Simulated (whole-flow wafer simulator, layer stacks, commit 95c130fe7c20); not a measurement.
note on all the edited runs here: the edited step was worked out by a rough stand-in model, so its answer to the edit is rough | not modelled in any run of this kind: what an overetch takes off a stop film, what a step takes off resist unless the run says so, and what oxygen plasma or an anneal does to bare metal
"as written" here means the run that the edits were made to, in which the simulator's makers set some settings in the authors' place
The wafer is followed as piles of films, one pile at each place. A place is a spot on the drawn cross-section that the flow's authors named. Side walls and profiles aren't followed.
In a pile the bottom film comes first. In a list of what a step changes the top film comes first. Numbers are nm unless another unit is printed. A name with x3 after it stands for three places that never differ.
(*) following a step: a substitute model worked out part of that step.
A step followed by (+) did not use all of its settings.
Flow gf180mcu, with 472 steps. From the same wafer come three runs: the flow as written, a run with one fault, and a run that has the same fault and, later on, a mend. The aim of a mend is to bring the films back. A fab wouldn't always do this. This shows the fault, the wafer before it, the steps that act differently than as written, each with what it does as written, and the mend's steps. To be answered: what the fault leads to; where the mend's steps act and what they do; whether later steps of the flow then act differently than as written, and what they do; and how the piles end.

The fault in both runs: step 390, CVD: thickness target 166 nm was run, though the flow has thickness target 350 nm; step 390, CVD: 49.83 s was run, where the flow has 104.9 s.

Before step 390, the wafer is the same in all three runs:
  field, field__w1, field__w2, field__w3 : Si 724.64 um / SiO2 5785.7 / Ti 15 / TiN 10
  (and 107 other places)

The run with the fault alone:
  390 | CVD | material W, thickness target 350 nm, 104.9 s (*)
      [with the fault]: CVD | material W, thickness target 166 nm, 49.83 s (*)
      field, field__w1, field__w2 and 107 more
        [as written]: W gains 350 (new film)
        [with the fault]: W gains 167.8 (new film)
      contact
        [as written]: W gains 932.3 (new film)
        [with the fault]: W gains 750.1 (new film)
  Steps further on in the flow that do not act as written:
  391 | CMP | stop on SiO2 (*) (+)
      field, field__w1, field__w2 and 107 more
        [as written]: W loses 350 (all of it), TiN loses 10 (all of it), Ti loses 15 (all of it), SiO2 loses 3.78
        [with the fault]: W loses 167.8 (all of it), TiN loses 10 (all of it), Ti loses 15 (all of it), SiO2 loses 1.95
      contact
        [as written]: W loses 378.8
        [with the fault]: W loses 194.8
  At the end the piles are close to the flow's at the places that both follow, differing by at most 2% or 0.5 nm, whichever is larger.

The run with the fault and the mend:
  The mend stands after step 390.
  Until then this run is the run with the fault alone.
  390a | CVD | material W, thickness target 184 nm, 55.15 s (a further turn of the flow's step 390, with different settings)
      field, field__w1, field__w2 and 108 more
        W gains 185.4
  None of the later steps of the flow differs from how it acts as written, at any place that is followed, by more than 2% or 0.5 nm, whichever is larger.
  At the end the piles are close to the flow's at the places that both follow, differing by at most 2% or 0.5 nm, whichever is larger.
